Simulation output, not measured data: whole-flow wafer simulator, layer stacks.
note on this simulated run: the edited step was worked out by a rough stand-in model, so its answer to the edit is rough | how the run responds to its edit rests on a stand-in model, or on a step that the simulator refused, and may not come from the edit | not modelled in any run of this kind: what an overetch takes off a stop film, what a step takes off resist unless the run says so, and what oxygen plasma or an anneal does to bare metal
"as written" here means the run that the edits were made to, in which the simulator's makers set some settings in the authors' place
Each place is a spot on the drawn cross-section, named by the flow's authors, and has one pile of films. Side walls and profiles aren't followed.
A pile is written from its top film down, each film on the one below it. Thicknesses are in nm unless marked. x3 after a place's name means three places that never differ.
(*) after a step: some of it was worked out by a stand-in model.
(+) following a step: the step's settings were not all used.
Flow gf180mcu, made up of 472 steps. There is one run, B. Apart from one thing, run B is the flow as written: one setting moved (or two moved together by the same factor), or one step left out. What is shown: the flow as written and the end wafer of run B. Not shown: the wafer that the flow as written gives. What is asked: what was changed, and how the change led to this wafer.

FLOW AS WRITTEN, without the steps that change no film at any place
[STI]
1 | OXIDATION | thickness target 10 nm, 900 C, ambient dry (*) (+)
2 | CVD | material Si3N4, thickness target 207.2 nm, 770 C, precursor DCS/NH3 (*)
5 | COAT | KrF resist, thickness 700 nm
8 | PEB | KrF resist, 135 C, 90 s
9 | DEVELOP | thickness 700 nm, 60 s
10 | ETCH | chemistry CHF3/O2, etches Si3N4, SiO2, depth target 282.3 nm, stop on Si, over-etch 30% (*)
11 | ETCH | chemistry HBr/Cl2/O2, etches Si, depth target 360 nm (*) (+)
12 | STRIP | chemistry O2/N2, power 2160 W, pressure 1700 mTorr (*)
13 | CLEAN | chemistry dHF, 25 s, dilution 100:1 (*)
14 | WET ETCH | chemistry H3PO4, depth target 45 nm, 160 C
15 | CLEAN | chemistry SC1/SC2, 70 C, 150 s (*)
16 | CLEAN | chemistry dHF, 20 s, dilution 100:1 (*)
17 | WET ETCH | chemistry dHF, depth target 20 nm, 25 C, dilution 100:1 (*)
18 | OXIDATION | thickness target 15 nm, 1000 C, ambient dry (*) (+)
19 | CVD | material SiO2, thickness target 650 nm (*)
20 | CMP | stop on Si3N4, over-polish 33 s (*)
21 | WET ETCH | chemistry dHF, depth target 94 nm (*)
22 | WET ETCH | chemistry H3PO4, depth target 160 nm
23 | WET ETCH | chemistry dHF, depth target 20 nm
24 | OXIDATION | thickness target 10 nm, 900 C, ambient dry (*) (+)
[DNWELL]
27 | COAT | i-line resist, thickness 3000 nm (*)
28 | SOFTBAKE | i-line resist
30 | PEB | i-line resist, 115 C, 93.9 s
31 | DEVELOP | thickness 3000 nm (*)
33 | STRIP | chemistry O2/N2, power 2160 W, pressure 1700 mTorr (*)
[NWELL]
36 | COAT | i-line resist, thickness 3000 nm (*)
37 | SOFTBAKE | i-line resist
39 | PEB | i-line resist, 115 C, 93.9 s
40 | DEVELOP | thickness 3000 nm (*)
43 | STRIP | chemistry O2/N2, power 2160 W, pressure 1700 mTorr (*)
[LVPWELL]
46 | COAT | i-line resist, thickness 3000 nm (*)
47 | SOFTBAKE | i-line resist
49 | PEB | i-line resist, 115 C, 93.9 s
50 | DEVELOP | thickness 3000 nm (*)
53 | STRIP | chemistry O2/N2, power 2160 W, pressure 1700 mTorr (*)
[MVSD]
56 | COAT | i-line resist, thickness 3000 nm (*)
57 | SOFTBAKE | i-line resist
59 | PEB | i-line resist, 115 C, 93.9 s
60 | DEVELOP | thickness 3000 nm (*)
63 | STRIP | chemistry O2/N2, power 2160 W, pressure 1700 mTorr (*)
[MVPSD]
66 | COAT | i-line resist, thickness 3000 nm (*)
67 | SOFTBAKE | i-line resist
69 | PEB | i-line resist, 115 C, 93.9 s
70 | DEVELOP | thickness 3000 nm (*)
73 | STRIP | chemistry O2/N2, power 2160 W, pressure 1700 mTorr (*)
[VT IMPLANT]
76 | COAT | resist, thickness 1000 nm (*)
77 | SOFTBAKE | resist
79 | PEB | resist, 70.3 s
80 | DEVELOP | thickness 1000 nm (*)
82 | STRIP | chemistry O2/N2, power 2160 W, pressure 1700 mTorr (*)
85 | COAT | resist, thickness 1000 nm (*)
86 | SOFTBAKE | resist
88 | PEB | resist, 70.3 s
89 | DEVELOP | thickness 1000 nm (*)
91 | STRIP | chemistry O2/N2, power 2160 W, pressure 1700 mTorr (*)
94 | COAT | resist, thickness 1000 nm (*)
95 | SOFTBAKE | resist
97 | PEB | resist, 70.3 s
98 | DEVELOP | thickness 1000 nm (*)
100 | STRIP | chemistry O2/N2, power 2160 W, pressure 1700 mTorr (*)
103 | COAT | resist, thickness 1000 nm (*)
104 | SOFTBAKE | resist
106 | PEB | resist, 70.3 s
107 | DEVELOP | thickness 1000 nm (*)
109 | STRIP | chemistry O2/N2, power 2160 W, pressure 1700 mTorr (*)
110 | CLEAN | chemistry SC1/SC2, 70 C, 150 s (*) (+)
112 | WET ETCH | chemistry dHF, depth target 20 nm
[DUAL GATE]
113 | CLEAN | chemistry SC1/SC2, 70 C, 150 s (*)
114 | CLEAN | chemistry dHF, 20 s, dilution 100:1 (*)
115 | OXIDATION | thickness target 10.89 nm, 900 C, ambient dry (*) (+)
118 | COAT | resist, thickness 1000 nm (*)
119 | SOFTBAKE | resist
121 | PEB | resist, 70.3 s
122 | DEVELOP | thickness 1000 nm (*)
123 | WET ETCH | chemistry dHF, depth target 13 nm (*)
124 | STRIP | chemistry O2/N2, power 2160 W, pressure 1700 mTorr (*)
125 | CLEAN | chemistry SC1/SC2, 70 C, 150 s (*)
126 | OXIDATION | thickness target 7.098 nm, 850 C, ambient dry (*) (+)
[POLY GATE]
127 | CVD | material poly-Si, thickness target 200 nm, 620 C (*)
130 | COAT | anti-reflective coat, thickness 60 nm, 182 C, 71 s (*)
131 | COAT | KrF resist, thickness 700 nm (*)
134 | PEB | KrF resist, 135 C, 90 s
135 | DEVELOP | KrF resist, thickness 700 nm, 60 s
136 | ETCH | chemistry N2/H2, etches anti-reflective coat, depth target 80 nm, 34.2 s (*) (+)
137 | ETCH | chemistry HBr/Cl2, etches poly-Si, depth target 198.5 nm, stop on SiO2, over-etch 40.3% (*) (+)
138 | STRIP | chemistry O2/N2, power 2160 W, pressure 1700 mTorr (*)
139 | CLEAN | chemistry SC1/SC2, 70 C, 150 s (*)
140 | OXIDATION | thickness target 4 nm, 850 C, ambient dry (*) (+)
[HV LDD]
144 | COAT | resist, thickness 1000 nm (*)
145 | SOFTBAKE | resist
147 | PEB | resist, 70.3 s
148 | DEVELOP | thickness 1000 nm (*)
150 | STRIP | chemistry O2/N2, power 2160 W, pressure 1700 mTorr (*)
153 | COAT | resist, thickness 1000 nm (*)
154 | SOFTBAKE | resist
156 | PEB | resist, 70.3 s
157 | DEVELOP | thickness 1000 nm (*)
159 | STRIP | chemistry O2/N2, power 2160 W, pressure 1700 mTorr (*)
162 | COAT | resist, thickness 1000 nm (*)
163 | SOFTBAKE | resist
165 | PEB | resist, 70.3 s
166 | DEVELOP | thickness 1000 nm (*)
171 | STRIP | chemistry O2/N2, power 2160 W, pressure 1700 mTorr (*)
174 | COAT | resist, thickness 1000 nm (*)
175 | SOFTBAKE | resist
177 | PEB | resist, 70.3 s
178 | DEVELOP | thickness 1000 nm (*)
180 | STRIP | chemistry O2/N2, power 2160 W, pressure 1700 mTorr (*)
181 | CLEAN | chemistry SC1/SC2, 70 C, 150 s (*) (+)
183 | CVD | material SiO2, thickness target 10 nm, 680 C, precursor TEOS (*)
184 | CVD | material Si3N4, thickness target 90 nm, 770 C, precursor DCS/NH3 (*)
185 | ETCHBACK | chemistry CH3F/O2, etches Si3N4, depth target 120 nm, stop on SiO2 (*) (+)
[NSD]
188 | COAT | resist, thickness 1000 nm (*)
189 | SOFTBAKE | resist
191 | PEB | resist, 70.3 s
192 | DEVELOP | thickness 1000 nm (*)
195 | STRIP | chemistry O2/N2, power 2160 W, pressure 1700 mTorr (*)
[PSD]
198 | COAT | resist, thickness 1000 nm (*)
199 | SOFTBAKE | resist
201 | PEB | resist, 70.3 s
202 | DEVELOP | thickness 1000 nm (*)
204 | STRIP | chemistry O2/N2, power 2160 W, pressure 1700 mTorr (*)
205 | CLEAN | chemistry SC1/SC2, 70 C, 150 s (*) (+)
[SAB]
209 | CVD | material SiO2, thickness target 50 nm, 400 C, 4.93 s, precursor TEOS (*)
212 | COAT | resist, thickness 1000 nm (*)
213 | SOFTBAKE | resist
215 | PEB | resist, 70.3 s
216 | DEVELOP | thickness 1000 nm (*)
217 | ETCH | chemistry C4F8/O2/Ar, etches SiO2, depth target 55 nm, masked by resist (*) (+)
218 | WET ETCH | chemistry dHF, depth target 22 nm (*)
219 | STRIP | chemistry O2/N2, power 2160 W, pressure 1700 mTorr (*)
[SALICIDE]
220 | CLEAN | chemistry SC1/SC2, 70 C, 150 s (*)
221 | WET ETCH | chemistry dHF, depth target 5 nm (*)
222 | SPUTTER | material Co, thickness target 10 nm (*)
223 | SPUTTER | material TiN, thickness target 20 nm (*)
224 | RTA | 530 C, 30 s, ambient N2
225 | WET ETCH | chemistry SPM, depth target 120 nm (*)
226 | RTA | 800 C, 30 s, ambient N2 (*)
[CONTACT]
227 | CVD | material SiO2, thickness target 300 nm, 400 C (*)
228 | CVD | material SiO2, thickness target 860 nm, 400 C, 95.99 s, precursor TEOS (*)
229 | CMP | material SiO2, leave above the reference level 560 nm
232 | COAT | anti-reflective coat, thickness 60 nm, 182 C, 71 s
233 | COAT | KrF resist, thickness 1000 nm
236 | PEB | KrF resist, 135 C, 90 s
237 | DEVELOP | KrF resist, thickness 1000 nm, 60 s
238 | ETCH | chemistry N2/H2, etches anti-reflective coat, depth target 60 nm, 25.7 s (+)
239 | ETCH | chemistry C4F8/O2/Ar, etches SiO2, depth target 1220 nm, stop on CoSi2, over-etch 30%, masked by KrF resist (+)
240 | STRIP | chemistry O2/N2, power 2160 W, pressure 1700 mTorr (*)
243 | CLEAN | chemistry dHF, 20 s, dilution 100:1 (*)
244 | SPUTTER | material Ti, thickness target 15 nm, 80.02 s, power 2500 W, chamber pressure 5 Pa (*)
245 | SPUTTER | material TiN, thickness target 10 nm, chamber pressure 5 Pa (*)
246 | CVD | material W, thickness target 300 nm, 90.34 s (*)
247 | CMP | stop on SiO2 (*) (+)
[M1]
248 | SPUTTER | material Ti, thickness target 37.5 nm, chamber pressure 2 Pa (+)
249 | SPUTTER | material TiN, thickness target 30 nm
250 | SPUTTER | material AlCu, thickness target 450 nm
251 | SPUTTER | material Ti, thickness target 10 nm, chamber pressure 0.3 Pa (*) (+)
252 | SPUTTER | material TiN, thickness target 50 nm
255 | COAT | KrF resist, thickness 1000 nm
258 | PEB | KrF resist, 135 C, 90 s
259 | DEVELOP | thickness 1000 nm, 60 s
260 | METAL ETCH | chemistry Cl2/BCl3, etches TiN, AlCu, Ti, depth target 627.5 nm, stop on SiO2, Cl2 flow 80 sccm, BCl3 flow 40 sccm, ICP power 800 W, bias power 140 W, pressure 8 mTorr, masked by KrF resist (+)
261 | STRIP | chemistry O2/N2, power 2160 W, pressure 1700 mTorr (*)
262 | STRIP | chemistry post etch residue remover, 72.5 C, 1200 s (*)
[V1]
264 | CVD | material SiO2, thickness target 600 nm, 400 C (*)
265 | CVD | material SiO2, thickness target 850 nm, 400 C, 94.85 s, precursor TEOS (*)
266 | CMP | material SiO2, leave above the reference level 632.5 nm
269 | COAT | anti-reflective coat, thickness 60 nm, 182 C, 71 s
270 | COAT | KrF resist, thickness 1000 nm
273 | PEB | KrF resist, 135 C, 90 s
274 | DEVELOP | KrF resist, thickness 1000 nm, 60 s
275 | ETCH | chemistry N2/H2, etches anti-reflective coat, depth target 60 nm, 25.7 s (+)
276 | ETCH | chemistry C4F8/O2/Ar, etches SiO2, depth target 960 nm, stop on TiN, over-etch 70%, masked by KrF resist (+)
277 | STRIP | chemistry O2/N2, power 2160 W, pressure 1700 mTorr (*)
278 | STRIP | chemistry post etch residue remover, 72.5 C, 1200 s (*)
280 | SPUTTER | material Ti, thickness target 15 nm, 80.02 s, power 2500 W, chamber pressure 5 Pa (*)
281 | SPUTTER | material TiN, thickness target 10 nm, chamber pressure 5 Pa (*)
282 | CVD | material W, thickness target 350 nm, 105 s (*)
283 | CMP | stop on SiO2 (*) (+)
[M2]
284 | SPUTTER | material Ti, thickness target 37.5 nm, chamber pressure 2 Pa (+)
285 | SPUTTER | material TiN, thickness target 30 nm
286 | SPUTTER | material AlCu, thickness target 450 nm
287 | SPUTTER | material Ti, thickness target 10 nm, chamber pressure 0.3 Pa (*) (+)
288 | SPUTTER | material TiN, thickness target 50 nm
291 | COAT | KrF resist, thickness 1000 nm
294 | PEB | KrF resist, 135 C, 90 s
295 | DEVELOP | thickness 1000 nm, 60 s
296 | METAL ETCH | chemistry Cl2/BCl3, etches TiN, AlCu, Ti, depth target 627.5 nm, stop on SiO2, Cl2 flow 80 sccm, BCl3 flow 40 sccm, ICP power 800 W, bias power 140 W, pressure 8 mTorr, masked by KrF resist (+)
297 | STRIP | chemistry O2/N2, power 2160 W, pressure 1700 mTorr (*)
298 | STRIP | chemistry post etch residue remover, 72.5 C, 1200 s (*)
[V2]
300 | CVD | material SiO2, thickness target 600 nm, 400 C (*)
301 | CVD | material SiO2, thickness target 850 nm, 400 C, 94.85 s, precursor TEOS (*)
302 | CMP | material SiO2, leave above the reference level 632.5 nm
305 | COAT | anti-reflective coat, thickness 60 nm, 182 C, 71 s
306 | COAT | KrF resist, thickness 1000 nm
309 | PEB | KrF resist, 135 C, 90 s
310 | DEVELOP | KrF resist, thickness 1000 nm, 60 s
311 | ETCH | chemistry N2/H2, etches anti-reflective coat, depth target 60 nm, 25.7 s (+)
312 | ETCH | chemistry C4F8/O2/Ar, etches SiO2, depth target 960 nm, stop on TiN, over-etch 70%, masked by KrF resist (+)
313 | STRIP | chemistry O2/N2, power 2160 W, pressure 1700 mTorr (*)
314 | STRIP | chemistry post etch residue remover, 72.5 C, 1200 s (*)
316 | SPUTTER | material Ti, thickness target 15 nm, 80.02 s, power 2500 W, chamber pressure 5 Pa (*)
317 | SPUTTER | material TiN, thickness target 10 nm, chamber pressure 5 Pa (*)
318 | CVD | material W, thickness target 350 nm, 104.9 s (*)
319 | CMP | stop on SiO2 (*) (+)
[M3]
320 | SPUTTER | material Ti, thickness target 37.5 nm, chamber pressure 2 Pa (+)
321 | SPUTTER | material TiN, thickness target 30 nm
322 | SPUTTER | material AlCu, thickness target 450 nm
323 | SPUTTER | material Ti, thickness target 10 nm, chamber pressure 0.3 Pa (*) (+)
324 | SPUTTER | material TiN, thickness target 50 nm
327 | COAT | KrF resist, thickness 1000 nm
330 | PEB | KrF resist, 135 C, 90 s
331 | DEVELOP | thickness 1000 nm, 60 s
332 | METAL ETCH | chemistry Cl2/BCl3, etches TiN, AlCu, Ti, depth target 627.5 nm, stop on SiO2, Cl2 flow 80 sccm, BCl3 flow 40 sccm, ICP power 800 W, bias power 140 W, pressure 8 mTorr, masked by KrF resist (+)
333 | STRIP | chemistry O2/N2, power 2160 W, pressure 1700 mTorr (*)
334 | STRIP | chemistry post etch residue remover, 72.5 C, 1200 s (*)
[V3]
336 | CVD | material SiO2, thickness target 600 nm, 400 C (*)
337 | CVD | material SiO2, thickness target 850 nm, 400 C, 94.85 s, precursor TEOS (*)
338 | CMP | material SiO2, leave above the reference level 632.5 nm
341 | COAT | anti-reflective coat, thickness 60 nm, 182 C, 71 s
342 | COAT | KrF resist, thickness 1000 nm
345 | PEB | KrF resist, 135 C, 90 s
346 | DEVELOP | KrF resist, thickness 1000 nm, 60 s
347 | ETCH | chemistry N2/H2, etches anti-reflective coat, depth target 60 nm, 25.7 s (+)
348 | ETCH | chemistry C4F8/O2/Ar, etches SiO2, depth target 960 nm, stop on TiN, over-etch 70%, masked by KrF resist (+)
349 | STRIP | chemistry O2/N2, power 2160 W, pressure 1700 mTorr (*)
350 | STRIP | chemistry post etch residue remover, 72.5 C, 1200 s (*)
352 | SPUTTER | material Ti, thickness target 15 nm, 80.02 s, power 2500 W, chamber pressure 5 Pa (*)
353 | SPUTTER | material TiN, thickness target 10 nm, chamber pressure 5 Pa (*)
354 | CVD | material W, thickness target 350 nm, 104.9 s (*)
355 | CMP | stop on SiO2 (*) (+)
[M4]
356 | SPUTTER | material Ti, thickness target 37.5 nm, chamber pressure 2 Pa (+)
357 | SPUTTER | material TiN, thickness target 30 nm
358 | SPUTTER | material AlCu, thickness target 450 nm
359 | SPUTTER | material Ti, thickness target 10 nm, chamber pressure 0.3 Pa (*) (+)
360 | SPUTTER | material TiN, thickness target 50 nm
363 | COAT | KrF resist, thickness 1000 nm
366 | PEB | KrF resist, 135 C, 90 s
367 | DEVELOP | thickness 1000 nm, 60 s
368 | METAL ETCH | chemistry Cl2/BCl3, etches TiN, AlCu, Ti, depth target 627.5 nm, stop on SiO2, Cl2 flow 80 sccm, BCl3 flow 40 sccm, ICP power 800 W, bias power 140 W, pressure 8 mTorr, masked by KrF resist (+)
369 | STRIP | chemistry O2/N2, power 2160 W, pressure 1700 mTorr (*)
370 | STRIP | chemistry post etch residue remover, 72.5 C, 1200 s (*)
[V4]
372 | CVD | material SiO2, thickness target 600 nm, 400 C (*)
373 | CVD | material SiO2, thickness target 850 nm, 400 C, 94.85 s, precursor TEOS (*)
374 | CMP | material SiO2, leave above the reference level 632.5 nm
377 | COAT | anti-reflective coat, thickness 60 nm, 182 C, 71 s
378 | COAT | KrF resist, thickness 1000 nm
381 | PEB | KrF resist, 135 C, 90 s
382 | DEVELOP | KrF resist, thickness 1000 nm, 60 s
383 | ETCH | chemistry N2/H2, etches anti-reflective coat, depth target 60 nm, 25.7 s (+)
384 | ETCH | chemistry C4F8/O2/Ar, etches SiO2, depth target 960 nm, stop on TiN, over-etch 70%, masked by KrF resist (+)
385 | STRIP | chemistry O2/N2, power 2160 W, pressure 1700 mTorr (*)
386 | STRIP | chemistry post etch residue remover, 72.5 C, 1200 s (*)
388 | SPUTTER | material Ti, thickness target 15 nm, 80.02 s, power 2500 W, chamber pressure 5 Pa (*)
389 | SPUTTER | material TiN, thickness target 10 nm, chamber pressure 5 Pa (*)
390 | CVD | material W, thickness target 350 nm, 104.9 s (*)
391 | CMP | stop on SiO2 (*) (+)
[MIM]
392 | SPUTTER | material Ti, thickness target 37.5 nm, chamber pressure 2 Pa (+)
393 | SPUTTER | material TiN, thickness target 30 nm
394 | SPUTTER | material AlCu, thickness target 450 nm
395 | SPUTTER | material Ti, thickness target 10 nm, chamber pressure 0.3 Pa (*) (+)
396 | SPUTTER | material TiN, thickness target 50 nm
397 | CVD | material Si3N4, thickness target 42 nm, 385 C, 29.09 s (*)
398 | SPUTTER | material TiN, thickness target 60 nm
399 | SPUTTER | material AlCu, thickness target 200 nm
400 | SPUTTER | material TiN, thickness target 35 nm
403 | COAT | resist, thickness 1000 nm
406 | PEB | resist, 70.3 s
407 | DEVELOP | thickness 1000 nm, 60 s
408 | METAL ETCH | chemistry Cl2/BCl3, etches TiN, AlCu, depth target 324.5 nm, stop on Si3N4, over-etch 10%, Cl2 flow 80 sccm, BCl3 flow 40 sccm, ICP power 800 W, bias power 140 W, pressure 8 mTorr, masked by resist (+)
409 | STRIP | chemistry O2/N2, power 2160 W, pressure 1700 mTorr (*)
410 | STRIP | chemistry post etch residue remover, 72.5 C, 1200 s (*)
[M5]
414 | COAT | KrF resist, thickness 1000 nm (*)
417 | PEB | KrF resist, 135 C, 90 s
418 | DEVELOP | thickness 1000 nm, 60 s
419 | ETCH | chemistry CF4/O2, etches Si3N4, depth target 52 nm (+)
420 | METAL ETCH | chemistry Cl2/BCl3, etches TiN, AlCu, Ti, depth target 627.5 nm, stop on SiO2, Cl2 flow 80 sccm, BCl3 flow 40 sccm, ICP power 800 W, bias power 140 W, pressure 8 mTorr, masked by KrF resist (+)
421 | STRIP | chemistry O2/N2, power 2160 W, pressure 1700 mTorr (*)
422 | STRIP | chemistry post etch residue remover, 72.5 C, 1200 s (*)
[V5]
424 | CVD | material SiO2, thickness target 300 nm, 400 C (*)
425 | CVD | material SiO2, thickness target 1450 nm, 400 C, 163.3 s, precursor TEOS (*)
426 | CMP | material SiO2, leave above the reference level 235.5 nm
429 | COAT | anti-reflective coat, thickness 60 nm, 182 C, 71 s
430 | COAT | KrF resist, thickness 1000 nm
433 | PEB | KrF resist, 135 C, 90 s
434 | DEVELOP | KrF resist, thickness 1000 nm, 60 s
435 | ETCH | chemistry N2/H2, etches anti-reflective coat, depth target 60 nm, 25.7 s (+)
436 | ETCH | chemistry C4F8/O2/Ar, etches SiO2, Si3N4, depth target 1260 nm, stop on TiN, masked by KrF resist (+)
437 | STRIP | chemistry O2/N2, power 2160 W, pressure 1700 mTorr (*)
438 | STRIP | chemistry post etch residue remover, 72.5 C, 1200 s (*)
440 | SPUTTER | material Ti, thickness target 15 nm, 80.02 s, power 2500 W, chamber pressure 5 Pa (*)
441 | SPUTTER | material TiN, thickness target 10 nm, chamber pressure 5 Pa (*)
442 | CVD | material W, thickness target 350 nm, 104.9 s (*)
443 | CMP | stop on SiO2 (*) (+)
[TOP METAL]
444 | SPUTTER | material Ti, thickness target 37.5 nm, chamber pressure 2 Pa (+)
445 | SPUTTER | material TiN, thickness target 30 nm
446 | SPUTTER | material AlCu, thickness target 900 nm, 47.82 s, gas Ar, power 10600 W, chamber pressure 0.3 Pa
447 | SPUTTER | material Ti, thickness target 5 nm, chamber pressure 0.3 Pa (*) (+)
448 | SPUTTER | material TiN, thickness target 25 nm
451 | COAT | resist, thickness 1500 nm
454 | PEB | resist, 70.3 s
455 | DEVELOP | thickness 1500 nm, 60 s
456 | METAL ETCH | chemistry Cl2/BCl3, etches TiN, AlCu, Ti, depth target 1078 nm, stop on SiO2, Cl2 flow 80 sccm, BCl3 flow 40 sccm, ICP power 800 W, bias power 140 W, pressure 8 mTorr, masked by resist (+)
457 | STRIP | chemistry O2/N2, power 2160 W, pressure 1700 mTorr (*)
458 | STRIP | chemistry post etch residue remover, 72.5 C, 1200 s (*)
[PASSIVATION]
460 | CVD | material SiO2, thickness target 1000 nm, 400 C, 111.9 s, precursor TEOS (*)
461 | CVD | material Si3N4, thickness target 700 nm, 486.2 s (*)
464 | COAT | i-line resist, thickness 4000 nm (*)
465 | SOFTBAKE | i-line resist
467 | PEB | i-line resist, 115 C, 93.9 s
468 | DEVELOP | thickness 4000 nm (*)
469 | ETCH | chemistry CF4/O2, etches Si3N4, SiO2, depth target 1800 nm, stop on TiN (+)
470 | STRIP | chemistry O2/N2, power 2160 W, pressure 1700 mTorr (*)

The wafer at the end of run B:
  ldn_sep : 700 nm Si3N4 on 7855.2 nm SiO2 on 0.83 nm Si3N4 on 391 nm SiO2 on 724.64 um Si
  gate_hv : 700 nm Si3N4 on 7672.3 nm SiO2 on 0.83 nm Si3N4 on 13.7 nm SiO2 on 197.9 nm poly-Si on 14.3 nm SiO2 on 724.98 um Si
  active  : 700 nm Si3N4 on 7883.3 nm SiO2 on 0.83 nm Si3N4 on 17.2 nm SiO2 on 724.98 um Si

The reason: step 184, CVD: thickness target 125 nm was run, whereas the flow has thickness target 90 nm.

How this came from the change, step by step:
  184 | CVD | material Si3N4, thickness target 90 nm, 770 C, precursor DCS/NH3 (*)
      field, field__w1, field__w2 and 101 more: Si3N4 gains 125 (new film) (it would be, as written: Si3N4 gains 90 (new film))
  185 | ETCHBACK | chemistry CH3F/O2, etches Si3N4, depth target 120 nm, stop on SiO2 (*) (+)
      field, field__w1, field__w2 and 100 more: Si3N4 loses 120 (it would be, as written: Si3N4 loses 90 (all of it), SiO2 loses 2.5)
  188 | COAT | resist, thickness 1000 nm (*)
      spacer: resist gains 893 (new film) (it would be, as written: resist gains 920.2 (new film))
  189 | SOFTBAKE | resist
      field__w9: resist loses 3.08 (it would be, as written: resist gains 6.92)
      field__w6: resist gains 8.08 (it would be, as written: resist gains 7.53)
      (as well as at 15 more places)
  192 | DEVELOP | thickness 1000 nm (*)
      spacer: resist loses 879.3 (all of it) (it would be, as written: resist loses 905.9 (all of it))
  198 | COAT | resist, thickness 1000 nm (*)
      spacer: resist gains 893 (new film) (it would be, as written: resist gains 920.2 (new film))
  199 | SOFTBAKE | resist
      field__w9: resist loses 3.08 (it would be, as written: resist gains 6.92)
      field__w6: resist gains 8.08 (it would be, as written: resist gains 7.53)
      (as well as at 15 more places)
  204 | STRIP | chemistry O2/N2, power 2160 W, pressure 1700 mTorr (*)
      spacer: resist loses 879.2 (all of it) (it would be, as written: resist loses 905.9 (all of it))
  205 | CLEAN | chemistry SC1/SC2, 70 C, 150 s (*) (+)
      field, field__w1, field__w2 and 105 more: Si3N4 loses 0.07 (it would be, as written: SiO2 loses 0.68)
  209 | CVD | material SiO2, thickness target 50 nm, 400 C, 4.93 s, precursor TEOS (*)
      field, field__w7, field__w8 and 73 more: SiO2 gains 50 (new film) (it would be, as written: SiO2 gains 50)
      field_sub__w1, field_sub__w3, field_sub__w4, field_sub__w5, ld_drift_n: SiO2 gains 48.8 (new film) (it would be, as written: SiO2 gains 48.9)
      (as well as at 27 more places)
  212 | COAT | resist, thickness 1000 nm (*)
      spacer: resist gains 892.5 (new film) (it would be, as written: resist gains 919.4 (new film))
  213 | SOFTBAKE | resist
      npoly_sal: resist gains 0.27 (it would be, as written: resist loses 0.55)
      field__w5: resist gains 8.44 (it would be, as written: resist gains 7.65)
      (as well as at 9 more places)
  216 | DEVELOP | thickness 1000 nm (*)
      spacer: resist loses 878.7 (all of it) (it would be, as written: resist loses 905.1 (all of it))
  217 | ETCH | chemistry C4F8/O2/Ar, etches SiO2, depth target 55 nm, masked by resist (*) (+)
      field, field__w7, field__w8 and 70 more: SiO2 loses 50 (all of it), Si3N4 loses 0.83 (it would be, as written: SiO2 loses 55)
      field_sub, field_sub__w2, ld_drn_n, ld_sd_p: SiO2 loses 48.7 (all of it), Si3N4 loses 1.05 (it would be, as written: SiO2 loses 55)
      (as well as at 22 more places)
  218 | WET ETCH | chemistry dHF, depth target 22 nm (*)
      gate, gate_hv, gate_p and 23 more: Si3N4 loses 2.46 (it would be, as written: SiO2 loses 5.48 (all of it))
      field, field__w10, sti and 14 more: Si3N4 loses 2.46 (it would be, as written: SiO2 loses 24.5)
      (as well as at 56 more places)
  219 | STRIP | chemistry O2/N2, power 2160 W, pressure 1700 mTorr (*)
      gate, gate_hv, gate_p and 23 more: nothing (it would be, as written: chemical SiO2 gains 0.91 (new film), poly-Si loses 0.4)
      active, p_well, sd_n and 20 more: nothing (it would be, as written: chemical SiO2 gains 0.91 (new film), Si loses 0.4)
  ... 14 other steps ...
  471 | ANNEAL | 400 C, 1800 s, ambient N2/H2
      polyc_n, polyc_p: under 9 films: void gains 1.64 (new film), Ti loses 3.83, TiSi first gains 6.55 (new film), poly-Si loses 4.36 (it would be, as written: nothing)
      contact: under 49 films: void gains 1.62 (new film), Ti loses 3.83, TiSi first gains 6.55 (new film), Si loses 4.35 (it would be, as written: nothing)
Taking metal films that touch as one body, gate_hv has 0 bodies; the flow as written gives 1 body.
Taking metal films that touch as one body, active has 0 bodies; the flow as written gives 1 body.
